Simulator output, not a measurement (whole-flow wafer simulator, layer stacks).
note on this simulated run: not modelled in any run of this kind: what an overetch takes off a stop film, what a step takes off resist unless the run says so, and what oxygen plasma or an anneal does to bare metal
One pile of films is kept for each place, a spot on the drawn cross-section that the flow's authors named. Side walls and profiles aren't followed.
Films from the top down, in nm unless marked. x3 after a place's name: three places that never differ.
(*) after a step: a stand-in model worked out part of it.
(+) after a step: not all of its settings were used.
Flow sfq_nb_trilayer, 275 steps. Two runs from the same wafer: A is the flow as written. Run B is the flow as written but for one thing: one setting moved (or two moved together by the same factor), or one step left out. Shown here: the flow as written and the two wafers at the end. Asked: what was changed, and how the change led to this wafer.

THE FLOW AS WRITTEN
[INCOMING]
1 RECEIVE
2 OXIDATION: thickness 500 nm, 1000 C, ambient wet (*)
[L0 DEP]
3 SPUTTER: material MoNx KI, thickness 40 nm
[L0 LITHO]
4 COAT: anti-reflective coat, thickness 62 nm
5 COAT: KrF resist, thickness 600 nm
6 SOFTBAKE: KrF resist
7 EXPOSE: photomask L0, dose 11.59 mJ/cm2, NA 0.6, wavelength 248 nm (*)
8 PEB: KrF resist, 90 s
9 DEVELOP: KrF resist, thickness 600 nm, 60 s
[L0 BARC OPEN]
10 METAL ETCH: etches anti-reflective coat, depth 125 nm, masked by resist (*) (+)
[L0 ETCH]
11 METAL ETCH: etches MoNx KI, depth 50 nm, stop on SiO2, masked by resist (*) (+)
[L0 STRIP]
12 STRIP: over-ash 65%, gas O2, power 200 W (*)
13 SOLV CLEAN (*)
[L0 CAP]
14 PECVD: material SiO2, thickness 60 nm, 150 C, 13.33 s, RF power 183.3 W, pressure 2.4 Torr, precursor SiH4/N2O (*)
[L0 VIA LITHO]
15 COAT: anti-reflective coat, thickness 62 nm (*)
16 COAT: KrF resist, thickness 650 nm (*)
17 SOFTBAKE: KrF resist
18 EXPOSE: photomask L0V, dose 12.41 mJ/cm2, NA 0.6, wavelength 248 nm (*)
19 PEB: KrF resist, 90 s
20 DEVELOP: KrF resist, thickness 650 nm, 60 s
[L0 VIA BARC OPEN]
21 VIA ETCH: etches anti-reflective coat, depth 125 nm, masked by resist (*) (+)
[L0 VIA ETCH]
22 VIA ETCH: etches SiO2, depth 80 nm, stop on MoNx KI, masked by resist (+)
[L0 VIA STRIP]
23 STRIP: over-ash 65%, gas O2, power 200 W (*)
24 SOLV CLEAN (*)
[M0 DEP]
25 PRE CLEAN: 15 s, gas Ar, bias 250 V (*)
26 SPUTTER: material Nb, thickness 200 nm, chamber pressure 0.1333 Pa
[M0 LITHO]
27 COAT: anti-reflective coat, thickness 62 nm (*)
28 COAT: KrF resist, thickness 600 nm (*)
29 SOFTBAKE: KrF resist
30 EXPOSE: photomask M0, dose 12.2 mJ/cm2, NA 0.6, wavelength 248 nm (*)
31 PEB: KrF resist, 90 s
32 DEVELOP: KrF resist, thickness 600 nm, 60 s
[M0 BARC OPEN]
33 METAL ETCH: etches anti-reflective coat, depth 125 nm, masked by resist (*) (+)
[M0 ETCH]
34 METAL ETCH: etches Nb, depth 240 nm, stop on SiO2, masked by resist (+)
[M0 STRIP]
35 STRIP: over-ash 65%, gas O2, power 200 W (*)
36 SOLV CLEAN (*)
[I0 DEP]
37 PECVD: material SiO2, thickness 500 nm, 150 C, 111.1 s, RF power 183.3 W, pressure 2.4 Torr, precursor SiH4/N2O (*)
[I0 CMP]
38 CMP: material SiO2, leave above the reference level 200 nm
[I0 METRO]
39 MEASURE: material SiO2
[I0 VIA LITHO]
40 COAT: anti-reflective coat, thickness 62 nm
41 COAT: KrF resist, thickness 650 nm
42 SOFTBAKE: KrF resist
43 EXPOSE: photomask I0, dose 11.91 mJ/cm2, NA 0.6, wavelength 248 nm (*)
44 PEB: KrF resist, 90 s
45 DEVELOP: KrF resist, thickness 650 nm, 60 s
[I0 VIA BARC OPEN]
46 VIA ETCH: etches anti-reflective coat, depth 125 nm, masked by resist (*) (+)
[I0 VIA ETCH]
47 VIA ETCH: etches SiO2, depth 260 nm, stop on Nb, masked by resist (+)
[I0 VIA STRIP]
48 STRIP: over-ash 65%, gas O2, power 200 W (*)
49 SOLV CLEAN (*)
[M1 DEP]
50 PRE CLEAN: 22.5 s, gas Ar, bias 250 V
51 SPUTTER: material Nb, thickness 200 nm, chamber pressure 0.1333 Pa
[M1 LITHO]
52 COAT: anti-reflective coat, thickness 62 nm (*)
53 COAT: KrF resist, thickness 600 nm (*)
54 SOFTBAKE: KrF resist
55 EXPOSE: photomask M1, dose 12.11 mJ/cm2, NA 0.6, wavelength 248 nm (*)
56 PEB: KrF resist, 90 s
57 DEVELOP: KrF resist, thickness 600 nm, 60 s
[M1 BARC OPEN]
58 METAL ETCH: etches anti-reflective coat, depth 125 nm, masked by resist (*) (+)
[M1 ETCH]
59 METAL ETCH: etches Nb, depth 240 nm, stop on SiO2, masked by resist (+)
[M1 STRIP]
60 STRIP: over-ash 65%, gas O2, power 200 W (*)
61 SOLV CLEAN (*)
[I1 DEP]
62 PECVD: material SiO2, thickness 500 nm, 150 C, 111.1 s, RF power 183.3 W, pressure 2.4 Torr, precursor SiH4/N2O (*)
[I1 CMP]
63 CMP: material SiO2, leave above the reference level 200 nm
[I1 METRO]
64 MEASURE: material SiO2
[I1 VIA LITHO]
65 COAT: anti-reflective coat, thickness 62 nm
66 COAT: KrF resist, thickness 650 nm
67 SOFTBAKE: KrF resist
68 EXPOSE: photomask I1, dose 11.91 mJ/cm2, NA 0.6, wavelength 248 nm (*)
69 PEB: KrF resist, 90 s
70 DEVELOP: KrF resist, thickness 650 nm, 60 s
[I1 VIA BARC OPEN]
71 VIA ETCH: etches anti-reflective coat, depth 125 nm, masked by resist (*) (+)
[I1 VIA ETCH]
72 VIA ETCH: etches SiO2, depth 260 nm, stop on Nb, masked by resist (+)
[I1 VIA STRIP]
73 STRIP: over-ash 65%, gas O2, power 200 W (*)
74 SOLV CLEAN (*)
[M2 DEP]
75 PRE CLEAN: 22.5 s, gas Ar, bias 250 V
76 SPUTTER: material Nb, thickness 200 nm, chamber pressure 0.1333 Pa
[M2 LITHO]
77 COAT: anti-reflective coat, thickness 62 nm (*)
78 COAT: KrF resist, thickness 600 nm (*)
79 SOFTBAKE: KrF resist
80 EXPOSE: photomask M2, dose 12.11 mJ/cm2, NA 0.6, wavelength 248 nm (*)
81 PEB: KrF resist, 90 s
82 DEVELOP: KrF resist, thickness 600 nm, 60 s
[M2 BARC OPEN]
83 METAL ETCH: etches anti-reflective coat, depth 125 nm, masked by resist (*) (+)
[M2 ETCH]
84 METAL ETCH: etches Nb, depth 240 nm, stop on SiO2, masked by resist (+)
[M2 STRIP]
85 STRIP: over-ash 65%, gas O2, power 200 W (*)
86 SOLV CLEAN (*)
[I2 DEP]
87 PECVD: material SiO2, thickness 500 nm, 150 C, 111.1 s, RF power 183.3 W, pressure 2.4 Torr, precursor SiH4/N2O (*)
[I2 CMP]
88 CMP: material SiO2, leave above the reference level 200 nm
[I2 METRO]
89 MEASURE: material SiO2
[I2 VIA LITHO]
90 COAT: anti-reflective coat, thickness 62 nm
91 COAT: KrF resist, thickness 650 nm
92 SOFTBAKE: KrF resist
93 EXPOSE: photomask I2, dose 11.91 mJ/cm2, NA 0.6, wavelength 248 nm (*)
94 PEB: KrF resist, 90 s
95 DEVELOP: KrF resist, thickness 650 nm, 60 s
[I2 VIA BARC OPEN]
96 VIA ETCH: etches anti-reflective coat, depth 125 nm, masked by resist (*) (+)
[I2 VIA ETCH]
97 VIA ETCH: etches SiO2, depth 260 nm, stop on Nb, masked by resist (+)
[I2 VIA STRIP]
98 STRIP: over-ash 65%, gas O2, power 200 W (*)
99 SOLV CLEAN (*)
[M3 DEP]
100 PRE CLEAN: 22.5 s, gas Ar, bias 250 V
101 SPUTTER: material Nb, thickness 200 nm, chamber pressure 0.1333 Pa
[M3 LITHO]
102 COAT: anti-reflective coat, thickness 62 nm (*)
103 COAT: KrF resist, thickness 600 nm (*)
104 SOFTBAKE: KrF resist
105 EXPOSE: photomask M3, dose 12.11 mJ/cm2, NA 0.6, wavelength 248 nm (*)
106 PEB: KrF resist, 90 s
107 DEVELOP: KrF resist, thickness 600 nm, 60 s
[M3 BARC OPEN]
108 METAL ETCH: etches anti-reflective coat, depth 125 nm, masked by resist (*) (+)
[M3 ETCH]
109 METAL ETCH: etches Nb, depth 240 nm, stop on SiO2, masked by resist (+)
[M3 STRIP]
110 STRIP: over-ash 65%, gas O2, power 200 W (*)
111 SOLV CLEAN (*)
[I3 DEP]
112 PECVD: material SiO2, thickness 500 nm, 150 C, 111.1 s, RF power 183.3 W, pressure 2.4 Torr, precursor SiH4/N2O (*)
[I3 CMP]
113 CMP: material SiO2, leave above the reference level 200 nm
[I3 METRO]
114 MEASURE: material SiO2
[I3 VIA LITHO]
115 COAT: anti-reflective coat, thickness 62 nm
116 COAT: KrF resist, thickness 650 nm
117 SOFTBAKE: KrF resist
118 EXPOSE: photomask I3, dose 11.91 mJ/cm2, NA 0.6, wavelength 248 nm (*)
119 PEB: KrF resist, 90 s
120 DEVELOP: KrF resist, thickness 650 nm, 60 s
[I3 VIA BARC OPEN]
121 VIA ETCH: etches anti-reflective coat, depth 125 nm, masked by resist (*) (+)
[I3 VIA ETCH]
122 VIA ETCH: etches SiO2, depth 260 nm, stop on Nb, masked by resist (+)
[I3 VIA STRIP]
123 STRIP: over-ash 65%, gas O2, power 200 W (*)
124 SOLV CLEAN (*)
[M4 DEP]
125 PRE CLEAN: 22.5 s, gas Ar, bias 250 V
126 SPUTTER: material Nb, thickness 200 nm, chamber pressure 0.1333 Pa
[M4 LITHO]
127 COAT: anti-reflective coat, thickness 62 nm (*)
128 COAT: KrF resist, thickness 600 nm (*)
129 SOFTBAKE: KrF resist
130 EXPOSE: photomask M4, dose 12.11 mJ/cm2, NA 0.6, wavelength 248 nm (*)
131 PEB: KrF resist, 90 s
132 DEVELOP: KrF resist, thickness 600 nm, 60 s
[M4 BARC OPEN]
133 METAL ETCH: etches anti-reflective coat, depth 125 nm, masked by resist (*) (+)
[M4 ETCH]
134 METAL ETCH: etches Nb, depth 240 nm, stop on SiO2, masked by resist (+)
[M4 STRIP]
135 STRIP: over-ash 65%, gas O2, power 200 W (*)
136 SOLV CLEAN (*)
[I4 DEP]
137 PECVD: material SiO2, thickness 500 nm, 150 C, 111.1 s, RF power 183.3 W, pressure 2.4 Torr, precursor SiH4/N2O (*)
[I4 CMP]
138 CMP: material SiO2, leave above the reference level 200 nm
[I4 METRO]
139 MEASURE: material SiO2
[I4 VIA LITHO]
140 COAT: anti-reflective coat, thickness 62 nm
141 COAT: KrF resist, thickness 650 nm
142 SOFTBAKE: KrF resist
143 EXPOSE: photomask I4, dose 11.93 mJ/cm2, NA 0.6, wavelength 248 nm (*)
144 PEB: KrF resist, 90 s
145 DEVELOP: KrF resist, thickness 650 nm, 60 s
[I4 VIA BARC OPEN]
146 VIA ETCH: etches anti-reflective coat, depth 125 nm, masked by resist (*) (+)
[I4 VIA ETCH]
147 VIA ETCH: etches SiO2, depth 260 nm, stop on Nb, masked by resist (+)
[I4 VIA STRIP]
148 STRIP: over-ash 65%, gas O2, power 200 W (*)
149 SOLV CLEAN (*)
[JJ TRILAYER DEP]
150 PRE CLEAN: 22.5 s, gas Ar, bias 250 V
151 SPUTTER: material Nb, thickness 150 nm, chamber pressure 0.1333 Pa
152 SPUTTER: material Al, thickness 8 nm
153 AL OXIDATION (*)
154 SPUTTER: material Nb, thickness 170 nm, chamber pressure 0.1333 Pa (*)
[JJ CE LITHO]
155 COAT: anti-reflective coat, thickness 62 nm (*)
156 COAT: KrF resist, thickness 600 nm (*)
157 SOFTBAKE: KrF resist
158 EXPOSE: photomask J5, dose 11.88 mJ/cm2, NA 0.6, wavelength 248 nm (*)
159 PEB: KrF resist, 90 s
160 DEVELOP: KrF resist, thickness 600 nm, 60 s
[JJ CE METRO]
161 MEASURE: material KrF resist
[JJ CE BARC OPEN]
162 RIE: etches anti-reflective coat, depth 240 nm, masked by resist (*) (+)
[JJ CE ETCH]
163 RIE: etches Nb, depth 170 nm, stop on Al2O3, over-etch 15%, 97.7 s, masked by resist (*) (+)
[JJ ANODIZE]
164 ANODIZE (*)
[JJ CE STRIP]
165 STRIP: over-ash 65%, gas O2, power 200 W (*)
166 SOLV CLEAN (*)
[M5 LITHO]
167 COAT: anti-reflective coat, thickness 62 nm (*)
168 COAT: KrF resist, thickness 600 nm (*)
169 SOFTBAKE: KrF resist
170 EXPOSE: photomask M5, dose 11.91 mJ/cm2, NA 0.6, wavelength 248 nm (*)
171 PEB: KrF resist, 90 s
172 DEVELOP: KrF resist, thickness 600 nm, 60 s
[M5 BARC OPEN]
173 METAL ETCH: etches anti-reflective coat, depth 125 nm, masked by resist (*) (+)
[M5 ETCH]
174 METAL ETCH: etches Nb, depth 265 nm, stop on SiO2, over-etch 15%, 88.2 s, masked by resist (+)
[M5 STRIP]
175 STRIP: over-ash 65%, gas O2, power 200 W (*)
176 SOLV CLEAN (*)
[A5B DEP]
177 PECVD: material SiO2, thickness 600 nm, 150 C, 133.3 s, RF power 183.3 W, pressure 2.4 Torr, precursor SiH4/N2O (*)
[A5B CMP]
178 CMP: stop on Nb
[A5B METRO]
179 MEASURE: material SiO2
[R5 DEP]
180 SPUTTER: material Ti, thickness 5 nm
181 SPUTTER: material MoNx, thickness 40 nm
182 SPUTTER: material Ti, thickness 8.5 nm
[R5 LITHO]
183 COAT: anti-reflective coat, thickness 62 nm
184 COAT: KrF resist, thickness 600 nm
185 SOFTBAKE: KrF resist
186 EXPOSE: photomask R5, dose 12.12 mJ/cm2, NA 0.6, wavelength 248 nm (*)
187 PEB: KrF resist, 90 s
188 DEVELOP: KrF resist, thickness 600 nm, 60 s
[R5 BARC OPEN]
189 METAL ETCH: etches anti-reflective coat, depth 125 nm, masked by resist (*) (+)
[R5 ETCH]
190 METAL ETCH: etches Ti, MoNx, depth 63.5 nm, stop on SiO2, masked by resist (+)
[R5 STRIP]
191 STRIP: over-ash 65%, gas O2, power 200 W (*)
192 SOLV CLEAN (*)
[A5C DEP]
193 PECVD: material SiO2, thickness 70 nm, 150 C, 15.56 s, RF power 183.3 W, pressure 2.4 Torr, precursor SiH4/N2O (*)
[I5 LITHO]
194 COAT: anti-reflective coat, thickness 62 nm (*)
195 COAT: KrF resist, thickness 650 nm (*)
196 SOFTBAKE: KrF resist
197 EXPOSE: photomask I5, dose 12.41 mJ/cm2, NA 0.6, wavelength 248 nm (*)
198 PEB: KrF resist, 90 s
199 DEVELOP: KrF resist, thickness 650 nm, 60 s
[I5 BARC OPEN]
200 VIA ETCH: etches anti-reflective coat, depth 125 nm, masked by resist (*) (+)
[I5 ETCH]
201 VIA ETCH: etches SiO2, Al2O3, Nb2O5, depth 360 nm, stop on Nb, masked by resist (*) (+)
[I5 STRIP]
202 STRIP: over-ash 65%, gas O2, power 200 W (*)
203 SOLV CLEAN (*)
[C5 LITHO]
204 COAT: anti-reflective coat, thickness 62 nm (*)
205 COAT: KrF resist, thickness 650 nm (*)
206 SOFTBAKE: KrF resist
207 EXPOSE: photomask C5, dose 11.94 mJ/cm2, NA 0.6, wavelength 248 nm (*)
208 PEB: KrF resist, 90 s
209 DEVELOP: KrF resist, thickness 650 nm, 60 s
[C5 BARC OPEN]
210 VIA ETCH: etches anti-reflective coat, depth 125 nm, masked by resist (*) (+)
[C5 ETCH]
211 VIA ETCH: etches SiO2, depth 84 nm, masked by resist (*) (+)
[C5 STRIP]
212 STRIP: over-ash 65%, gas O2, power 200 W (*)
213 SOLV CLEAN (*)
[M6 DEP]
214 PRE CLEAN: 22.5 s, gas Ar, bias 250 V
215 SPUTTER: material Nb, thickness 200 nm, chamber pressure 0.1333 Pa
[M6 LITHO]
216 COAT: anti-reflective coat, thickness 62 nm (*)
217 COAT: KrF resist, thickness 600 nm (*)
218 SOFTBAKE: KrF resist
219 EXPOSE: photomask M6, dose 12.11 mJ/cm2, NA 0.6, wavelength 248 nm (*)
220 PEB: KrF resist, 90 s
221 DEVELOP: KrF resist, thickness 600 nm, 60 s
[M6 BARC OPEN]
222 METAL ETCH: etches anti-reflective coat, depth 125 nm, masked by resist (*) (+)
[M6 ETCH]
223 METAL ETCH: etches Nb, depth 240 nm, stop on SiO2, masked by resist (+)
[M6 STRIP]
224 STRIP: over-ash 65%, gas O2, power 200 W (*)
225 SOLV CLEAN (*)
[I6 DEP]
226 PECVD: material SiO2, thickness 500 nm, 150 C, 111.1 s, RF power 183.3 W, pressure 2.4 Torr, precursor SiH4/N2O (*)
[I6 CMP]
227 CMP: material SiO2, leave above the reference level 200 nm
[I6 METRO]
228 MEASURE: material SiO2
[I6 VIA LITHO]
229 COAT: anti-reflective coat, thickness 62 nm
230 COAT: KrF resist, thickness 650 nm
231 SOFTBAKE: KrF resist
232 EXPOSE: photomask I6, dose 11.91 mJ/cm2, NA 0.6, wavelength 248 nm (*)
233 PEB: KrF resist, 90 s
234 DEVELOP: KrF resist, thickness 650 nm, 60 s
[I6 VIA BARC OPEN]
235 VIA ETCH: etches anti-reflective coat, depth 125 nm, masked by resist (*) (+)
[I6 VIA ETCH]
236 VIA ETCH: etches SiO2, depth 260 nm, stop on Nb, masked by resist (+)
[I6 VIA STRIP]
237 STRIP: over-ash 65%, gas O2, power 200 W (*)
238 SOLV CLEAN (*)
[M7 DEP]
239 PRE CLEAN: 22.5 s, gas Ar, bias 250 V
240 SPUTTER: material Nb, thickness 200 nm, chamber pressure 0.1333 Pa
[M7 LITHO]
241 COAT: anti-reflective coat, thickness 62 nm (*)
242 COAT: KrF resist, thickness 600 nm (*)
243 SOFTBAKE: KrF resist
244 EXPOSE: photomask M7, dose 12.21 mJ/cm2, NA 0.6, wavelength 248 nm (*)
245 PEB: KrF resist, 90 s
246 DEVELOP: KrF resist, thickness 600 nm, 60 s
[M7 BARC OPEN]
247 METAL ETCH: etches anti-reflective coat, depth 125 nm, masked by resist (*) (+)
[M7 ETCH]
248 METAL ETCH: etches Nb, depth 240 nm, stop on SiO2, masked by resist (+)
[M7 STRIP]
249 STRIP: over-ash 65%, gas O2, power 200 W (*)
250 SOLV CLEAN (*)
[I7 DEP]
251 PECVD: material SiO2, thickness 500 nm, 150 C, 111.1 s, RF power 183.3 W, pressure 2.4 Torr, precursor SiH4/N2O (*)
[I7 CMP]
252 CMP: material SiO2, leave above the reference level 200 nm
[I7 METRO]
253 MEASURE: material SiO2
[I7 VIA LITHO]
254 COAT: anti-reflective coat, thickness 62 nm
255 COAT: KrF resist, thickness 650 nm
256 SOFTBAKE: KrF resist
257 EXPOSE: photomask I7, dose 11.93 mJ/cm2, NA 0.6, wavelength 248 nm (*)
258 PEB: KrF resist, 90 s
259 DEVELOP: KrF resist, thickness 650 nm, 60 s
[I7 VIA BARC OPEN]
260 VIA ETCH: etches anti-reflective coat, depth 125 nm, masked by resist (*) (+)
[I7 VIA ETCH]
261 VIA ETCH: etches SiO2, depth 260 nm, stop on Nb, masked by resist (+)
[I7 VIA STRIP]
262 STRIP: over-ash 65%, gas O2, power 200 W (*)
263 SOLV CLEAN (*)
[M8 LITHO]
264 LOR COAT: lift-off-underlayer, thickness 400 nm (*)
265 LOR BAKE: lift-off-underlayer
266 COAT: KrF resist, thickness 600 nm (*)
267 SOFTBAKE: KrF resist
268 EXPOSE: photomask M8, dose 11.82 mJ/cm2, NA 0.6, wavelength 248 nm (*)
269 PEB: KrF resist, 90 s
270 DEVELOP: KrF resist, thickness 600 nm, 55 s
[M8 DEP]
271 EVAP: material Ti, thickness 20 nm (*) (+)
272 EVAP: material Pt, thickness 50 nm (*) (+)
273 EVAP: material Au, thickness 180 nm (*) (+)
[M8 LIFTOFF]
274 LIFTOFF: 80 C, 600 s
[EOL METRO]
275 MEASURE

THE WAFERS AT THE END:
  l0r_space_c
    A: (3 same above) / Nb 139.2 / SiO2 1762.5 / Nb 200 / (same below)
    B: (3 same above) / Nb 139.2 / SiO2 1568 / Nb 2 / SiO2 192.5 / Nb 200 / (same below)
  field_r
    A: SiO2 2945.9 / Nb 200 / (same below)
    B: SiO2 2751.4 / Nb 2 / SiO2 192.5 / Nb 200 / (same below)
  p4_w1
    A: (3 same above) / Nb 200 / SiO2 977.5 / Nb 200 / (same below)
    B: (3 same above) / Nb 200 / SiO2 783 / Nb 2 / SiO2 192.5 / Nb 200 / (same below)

The cause: step 59, METAL ETCH: depth 198 nm was run, where the flow has depth 240 nm.

How the change led to this, step by step:
  59 METAL ETCH: etches Nb, depth 240 nm, stop on SiO2, masked by resist (+)
      field_l, be, be_sur and 79 more: A Nb -200 (all of it) | B Nb -198
      v_sur, via_wl, via_w and 21 more: A KrF resist -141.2 | B KrF resist -116.5
  60 STRIP: over-ash 65%, gas O2, power 200 W (*)
      wl_j_sl, wl_jj, wl_j_sr and 13 more: A KrF resist -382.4 (all of it), anti-reflective coat -62 (all of it) | B KrF resist -407.1 (all of it), anti-reflective coat -62 (all of it)
      v_sur: A KrF resist -365.9 (all of it), anti-reflective coat -61.1 (all of it) | B KrF resist -390.6 (all of it), anti-reflective coat -61.1 (all of it)
      (and at 7 more places)
  62 PECVD: material SiO2, thickness 500 nm, 150 C, 111.1 s, RF power 183.3 W, pressure 2.4 Torr, precursor SiH4/N2O (*)
      field_l, be, be_sur and 72 more: A SiO2 +500 | B SiO2 +500 (new film)
      lsp_m, ln_m6, lsp_r, l0_sur, l0v: A SiO2 +494.9 | B SiO2 +494.9 (new film)
      (and at 2 more places)
  63 CMP: material SiO2, leave above the reference level 200 nm
      lsp_m, ln_m6, lsp_r, l0_sur, l0v: A SiO2 -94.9 | B SiO2 -96.9
Counting metal films that touch as one body, l0r_space_c has 3 bodies (between them, from the top down: SiO2 1568; SiO2 192.5); the flow as written gives 2 bodies (between them, from the top down: SiO2 1762.5).
Counting metal films that touch as one body, field_r has 2 bodies (between them, from the top down: SiO2 192.5); the flow as written gives 1 body.
Counting metal films that touch as one body, p4_w1 has 4 bodies (between them, from the top down: SiO2 192.5; SiO2 783; SiO2 192.5); the flow as written gives 3 bodies (between them, from the top down: SiO2 192.5; SiO2 977.5).
